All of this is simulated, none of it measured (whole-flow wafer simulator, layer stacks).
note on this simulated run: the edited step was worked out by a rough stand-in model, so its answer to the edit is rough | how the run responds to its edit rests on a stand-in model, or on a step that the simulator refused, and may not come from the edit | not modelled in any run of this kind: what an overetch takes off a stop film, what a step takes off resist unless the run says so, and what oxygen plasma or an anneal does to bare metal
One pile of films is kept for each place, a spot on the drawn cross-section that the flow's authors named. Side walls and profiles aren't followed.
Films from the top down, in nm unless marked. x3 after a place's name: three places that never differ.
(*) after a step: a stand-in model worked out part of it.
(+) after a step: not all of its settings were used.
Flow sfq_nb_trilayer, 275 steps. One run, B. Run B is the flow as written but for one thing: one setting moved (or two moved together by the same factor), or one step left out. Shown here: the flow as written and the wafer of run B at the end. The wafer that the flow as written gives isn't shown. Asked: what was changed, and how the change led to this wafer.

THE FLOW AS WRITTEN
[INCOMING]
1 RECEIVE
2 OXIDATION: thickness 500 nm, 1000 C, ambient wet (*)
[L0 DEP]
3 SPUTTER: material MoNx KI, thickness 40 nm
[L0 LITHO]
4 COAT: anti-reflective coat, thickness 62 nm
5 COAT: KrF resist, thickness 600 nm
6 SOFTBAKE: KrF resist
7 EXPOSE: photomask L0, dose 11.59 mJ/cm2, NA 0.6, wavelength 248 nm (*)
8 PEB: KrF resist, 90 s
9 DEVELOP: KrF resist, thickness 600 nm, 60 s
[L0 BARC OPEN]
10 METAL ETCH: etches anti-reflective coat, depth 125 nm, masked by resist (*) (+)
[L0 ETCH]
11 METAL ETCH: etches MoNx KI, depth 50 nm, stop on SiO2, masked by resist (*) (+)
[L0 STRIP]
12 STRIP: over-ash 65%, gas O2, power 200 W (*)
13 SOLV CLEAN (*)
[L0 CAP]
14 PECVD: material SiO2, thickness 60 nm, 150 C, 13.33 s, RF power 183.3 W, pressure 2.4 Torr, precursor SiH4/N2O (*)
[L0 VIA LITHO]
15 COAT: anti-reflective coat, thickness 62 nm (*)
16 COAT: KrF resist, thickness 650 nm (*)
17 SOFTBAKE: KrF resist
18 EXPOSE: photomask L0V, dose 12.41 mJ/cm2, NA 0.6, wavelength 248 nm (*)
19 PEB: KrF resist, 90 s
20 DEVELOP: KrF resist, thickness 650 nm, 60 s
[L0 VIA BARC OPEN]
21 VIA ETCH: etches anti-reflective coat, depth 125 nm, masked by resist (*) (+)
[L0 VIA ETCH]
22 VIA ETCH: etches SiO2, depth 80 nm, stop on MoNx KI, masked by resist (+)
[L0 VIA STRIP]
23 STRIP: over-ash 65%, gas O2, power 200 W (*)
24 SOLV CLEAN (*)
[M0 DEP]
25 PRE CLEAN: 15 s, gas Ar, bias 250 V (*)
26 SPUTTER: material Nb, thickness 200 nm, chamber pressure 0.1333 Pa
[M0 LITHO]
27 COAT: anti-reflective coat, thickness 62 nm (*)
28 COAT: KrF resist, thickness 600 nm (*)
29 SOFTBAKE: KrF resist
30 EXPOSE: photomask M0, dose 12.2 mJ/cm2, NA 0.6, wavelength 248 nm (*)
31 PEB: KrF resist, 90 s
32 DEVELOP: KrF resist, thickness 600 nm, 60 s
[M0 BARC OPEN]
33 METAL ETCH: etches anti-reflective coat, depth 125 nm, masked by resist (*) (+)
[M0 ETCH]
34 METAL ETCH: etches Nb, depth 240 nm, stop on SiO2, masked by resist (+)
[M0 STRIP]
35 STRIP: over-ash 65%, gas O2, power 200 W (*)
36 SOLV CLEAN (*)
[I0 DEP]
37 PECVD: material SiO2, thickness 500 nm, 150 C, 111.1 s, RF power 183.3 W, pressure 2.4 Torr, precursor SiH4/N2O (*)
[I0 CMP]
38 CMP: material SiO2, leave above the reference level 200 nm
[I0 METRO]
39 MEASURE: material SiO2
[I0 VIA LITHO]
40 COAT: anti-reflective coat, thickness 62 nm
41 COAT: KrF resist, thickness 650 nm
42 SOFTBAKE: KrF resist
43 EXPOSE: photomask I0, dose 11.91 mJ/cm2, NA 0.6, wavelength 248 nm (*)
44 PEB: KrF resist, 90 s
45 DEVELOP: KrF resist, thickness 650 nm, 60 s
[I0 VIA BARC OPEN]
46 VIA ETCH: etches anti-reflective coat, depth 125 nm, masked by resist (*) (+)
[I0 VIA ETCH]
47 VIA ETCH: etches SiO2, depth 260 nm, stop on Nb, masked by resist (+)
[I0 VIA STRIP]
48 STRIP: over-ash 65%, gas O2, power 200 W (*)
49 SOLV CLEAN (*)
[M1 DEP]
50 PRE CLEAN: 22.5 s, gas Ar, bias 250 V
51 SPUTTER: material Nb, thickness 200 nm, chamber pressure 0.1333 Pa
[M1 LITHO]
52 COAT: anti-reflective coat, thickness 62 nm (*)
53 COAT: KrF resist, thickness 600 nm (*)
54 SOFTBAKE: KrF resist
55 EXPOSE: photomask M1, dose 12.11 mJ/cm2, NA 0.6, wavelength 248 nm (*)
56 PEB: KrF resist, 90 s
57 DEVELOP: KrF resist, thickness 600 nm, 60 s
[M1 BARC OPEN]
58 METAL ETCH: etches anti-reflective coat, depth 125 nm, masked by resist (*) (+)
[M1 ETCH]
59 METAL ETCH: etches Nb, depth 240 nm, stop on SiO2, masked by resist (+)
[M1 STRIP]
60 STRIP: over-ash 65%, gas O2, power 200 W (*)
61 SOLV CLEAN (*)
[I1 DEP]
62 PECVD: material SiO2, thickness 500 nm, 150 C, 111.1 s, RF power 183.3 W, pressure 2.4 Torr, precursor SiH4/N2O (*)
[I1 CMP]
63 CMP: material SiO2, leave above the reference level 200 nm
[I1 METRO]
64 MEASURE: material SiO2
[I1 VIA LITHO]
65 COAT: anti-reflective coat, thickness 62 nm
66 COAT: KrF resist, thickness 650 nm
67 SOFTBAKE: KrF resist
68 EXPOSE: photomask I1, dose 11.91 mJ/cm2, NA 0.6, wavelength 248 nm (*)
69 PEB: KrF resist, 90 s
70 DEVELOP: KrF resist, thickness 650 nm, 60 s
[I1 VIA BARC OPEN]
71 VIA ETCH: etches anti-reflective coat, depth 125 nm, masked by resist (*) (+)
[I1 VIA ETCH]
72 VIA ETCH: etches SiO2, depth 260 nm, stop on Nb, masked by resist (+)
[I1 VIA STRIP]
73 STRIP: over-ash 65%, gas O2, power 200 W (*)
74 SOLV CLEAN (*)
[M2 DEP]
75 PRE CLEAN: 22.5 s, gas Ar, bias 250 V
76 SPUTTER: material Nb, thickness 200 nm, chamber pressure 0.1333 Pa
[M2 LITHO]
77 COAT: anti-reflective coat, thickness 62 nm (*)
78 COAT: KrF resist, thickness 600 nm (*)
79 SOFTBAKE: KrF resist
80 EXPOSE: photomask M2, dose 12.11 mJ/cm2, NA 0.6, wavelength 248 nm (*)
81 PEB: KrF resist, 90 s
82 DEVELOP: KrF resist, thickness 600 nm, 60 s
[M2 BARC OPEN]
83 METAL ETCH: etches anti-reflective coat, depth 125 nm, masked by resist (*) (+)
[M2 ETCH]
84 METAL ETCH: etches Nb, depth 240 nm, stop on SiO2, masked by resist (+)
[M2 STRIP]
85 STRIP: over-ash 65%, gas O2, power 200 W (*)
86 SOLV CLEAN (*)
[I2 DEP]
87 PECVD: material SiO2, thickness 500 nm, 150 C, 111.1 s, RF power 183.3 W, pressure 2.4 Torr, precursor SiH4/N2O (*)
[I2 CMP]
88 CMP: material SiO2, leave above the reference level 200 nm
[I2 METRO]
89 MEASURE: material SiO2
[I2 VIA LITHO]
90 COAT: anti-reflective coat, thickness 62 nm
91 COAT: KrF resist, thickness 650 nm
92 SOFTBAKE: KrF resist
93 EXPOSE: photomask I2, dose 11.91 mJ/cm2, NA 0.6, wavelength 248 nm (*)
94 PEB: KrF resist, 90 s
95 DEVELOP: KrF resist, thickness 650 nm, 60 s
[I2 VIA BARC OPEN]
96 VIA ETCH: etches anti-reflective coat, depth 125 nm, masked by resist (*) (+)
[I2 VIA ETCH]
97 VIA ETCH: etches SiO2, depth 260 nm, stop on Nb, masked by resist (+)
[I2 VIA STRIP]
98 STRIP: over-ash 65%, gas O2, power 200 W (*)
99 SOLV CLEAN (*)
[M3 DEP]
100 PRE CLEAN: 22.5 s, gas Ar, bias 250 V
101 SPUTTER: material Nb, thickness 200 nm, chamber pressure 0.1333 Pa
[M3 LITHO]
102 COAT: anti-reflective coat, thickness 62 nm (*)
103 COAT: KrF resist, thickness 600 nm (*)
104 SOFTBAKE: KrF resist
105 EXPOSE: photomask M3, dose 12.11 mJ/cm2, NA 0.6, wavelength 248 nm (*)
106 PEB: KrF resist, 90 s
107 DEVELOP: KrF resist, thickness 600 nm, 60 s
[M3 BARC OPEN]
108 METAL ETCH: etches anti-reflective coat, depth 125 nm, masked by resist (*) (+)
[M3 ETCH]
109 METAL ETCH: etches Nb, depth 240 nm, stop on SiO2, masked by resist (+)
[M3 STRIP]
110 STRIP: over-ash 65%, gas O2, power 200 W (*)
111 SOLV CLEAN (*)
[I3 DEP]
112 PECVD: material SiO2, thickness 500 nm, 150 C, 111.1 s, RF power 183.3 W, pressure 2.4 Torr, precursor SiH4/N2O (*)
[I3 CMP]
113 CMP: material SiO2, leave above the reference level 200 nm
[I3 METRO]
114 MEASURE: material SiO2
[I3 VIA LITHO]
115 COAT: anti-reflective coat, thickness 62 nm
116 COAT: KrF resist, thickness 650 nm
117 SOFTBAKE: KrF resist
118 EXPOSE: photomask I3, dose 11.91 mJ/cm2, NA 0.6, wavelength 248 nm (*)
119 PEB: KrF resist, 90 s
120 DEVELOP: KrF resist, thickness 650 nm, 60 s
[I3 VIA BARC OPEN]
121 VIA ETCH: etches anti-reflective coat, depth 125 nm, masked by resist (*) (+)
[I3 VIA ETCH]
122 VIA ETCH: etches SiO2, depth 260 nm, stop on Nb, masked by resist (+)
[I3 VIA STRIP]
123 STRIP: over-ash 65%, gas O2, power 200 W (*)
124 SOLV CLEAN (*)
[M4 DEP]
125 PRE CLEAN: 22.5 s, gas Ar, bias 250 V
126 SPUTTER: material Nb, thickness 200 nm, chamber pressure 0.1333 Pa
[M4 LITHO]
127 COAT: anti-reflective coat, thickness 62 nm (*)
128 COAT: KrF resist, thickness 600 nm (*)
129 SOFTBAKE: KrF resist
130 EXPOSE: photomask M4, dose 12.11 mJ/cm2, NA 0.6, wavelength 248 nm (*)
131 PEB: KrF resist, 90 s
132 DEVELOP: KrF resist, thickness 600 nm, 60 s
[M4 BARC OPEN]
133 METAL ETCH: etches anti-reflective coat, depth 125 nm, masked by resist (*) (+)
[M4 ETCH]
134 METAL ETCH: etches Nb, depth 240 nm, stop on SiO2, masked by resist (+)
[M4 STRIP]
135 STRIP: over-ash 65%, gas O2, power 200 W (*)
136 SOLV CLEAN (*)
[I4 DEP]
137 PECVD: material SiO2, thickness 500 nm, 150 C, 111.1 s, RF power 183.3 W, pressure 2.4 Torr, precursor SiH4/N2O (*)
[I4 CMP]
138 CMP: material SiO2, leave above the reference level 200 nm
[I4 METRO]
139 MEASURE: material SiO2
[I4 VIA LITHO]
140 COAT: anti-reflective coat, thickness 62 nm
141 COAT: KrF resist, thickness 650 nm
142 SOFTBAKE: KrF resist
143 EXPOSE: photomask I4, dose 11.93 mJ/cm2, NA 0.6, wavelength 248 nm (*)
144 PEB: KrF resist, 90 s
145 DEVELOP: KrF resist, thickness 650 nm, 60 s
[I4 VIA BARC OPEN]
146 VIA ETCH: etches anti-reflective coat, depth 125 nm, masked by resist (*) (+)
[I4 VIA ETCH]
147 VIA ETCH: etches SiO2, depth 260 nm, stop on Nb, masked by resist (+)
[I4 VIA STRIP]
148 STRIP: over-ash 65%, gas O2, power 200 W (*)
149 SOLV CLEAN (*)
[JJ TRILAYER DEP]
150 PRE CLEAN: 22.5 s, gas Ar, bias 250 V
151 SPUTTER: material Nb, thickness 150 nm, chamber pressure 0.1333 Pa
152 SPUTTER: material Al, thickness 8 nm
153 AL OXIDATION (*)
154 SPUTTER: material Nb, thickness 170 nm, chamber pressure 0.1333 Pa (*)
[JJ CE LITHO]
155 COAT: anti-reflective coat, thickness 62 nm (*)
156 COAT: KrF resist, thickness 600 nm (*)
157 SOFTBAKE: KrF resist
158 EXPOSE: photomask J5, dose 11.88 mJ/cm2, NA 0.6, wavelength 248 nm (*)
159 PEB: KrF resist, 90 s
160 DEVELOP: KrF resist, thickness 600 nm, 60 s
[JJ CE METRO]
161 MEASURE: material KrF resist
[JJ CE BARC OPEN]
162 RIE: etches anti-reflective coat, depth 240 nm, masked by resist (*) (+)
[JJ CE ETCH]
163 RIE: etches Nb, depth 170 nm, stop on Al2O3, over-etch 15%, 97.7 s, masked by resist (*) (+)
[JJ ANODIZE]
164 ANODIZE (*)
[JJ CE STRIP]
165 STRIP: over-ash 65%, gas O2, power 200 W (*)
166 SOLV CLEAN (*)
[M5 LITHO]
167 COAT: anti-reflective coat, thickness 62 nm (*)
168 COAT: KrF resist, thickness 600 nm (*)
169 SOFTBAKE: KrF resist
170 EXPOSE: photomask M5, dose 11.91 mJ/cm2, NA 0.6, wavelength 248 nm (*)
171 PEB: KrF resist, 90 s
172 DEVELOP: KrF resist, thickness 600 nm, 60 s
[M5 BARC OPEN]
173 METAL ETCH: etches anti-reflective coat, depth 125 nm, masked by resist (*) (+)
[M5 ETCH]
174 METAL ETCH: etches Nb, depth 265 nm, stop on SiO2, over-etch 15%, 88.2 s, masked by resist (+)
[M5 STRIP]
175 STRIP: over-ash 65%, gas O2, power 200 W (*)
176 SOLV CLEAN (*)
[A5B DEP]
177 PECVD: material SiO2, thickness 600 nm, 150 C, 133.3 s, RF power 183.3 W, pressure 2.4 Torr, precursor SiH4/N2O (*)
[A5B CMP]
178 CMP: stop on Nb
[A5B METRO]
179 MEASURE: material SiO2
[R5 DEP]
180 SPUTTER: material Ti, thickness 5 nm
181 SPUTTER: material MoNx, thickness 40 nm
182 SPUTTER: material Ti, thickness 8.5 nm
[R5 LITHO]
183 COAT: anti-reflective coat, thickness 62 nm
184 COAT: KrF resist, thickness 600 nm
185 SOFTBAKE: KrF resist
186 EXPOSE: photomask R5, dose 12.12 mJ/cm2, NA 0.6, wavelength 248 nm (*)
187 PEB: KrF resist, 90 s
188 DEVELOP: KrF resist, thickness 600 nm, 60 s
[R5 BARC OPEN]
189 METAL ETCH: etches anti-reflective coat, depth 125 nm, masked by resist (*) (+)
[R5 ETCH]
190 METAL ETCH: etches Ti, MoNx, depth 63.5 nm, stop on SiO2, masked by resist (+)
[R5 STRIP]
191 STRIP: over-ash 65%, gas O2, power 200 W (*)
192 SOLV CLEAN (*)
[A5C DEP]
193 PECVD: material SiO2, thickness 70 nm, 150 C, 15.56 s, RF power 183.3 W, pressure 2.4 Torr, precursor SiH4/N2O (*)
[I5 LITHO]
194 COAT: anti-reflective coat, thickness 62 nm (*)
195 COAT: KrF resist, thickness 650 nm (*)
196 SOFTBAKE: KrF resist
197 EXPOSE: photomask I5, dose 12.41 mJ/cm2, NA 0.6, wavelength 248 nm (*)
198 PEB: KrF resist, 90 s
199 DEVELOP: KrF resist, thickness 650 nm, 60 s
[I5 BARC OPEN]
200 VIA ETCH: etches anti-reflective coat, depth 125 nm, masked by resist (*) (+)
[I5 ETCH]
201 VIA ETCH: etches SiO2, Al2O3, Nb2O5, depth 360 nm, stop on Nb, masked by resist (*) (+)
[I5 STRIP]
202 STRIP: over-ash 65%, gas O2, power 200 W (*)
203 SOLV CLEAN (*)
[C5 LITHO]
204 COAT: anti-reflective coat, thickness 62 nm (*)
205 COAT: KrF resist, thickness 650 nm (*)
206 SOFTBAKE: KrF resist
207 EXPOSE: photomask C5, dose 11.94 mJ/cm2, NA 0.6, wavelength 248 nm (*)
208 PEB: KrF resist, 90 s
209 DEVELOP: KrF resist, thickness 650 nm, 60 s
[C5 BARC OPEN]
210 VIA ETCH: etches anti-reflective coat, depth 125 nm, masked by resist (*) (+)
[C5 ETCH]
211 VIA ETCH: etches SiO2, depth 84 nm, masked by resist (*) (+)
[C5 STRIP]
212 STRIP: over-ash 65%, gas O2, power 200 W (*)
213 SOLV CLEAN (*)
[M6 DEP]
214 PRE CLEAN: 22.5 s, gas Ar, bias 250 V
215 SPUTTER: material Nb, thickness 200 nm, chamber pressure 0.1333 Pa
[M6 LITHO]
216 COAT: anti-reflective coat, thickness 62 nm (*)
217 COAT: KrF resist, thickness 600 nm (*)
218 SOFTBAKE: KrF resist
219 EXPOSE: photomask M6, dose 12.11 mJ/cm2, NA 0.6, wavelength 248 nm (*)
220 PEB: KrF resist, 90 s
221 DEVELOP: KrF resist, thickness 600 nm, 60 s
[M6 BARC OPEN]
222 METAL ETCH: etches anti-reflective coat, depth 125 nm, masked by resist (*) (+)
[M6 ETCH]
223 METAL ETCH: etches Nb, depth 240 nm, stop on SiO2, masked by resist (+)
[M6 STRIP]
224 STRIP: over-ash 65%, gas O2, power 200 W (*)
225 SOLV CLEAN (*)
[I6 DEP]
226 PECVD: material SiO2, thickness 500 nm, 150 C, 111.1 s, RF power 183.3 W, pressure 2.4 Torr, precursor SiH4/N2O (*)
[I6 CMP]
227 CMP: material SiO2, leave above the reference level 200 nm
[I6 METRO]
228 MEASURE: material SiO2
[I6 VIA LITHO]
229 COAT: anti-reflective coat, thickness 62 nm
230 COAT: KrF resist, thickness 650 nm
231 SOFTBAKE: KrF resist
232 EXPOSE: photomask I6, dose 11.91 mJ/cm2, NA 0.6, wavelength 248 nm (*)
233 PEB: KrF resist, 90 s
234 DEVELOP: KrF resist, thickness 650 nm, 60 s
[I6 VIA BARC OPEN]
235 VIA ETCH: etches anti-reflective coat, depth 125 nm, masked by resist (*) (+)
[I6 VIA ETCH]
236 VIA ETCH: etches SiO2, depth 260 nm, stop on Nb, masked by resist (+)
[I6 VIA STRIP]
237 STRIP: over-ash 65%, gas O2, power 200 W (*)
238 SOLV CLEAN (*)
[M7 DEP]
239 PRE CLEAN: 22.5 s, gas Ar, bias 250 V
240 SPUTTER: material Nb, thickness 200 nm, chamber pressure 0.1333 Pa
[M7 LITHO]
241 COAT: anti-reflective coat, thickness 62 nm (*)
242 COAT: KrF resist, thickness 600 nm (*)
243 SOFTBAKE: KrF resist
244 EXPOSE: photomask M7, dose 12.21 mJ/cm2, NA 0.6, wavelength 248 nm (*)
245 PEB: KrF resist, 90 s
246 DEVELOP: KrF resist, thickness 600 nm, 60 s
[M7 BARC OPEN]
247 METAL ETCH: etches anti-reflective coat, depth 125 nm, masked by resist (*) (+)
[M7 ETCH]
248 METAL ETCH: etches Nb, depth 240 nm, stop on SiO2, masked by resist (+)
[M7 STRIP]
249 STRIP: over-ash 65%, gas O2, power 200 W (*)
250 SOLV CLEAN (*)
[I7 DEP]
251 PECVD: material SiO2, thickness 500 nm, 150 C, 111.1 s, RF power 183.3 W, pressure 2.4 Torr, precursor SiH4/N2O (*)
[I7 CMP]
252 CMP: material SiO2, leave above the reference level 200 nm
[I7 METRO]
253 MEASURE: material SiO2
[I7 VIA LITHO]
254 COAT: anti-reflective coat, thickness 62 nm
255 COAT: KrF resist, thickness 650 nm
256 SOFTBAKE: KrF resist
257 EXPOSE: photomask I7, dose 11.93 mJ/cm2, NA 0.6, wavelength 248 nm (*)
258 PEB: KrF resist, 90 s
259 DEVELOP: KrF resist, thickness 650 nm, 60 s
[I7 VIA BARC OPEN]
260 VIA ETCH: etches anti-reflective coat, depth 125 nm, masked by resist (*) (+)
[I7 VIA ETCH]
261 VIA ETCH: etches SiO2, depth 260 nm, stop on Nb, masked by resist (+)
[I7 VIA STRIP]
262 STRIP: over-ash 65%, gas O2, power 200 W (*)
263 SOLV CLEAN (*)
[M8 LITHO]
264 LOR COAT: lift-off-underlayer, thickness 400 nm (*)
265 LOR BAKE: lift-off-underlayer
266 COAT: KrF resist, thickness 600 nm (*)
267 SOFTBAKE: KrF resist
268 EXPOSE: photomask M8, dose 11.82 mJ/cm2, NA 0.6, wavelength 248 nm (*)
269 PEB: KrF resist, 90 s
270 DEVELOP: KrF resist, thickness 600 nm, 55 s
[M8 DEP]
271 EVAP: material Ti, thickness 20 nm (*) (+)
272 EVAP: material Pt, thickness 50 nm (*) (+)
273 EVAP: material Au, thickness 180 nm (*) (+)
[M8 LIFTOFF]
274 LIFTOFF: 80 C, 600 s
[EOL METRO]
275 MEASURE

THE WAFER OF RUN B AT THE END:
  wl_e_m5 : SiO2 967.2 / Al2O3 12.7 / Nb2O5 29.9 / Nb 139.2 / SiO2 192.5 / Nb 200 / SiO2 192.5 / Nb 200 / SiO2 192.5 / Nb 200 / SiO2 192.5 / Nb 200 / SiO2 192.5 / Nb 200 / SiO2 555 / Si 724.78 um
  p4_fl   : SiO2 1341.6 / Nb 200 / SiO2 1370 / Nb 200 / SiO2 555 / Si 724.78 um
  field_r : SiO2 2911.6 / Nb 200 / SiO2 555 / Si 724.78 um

The cause: step 193, PECVD: thickness 35.7 nm was run, where the flow has thickness 70 nm; step 193, PECVD: 7.933 s was run, where the flow has 15.56 s.

How the change led to this, step by step:
  193 PECVD: material SiO2, thickness 70 nm, 150 C, 15.56 s, RF power 183.3 W, pressure 2.4 Torr, precursor SiH4/N2O (*)
      field_l, v_sur, via_wl and 92 more: SiO2 +35.7 (as written it would be: SiO2 +70)
      ce_l, c5j, ce_r and 8 more: SiO2 +35.7 (new film) (as written it would be: SiO2 +70 (new film))
  201 VIA ETCH: etches SiO2, Al2O3, Nb2O5, depth 360 nm, stop on Nb, masked by resist (*) (+)
      be: SiO2 -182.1 (all of it), Al2O3 -12.7 (all of it), Nb2O5 -29.9 (all of it) (as written it would be: SiO2 -216.4 (all of it), Al2O3 -12.7 (all of it), Nb2O5 -29.9 (all of it))
  204 COAT: anti-reflective coat, thickness 62 nm (*)
      wire: anti-reflective coat +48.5 (new film) (as written it would be: anti-reflective coat +47.4 (new film))
      be: anti-reflective coat +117 (new film) (as written it would be: anti-reflective coat +122.2 (new film))
      (and at 1 more place)
  205 COAT: KrF resist, thickness 650 nm (*)
      be: KrF resist +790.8 (new film) (as written it would be: KrF resist +815.3 (new film))
  211 VIA ETCH: etches SiO2, depth 84 nm, masked by resist (*) (+)
      field_l, v_sur, via_wl and 101 more: KrF resist -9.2 (as written it would be: KrF resist -14.5)
      c5j: SiO2 -35.6 (all of it), Nb -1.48 (as written it would be: SiO2 -69.9 (all of it), Nb -1.18)
      (and at 1 more place)
  212 STRIP: over-ash 65%, gas O2, power 200 W (*)
      wire: KrF resist -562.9 (all of it), anti-reflective coat -48.5 (all of it) (as written it would be: KrF resist -555.8 (all of it), anti-reflective coat -47.4 (all of it))
      be: KrF resist -709 (all of it), anti-reflective coat -117 (all of it) (as written it would be: KrF resist -728.2 (all of it), anti-reflective coat -122.2 (all of it))
      (and at 1 more place)
  215 SPUTTER: material Nb, thickness 200 nm, chamber pressure 0.1333 Pa
      be: Nb +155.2 (as written it would be: Nb +147.3)
      c5j: Nb +197 (as written it would be: Nb +188.4)
      (and at 1 more place)
  216 COAT: anti-reflective coat, thickness 62 nm (*)
      wire: anti-reflective coat +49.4 (new film) (as written it would be: anti-reflective coat +48.3 (new film))
      be: anti-reflective coat +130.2 (new film) (as written it would be: anti-reflective coat +136.7 (new film))
      (and at 9 more places)
  217 COAT: KrF resist, thickness 600 nm (*)
      be: KrF resist +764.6 (new film) (as written it would be: KrF resist +793.9 (new film))
      c5j: KrF resist +621.9 (new film) (as written it would be: KrF resist +636 (new film))
      (and at 1 more place)
  224 STRIP: over-ash 65%, gas O2, power 200 W (*)
      wire: KrF resist -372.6 (all of it), anti-reflective coat -49.4 (all of it) (as written it would be: KrF resist -369.8 (all of it), anti-reflective coat -48.3 (all of it))
      be: KrF resist -546.6 (all of it), anti-reflective coat -130.2 (all of it) (as written it would be: KrF resist -575.8 (all of it), anti-reflective coat -136.7 (all of it))
      (and at 9 more places)
  226 PECVD: material SiO2, thickness 500 nm, 150 C, 111.1 s, RF power 183.3 W, pressure 2.4 Torr, precursor SiH4/N2O (*)
      be: SiO2 +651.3 (new film) (as written it would be: SiO2 +693.5 (new film))
      c5j: SiO2 +500 (new film) (as written it would be: SiO2 +514.7 (new film))
  227 CMP: material SiO2, leave above the reference level 200 nm
      c5j: SiO2 -250.9 (as written it would be: SiO2 -223)
      res: SiO2 -320.8 (as written it would be: SiO2 -279.4)
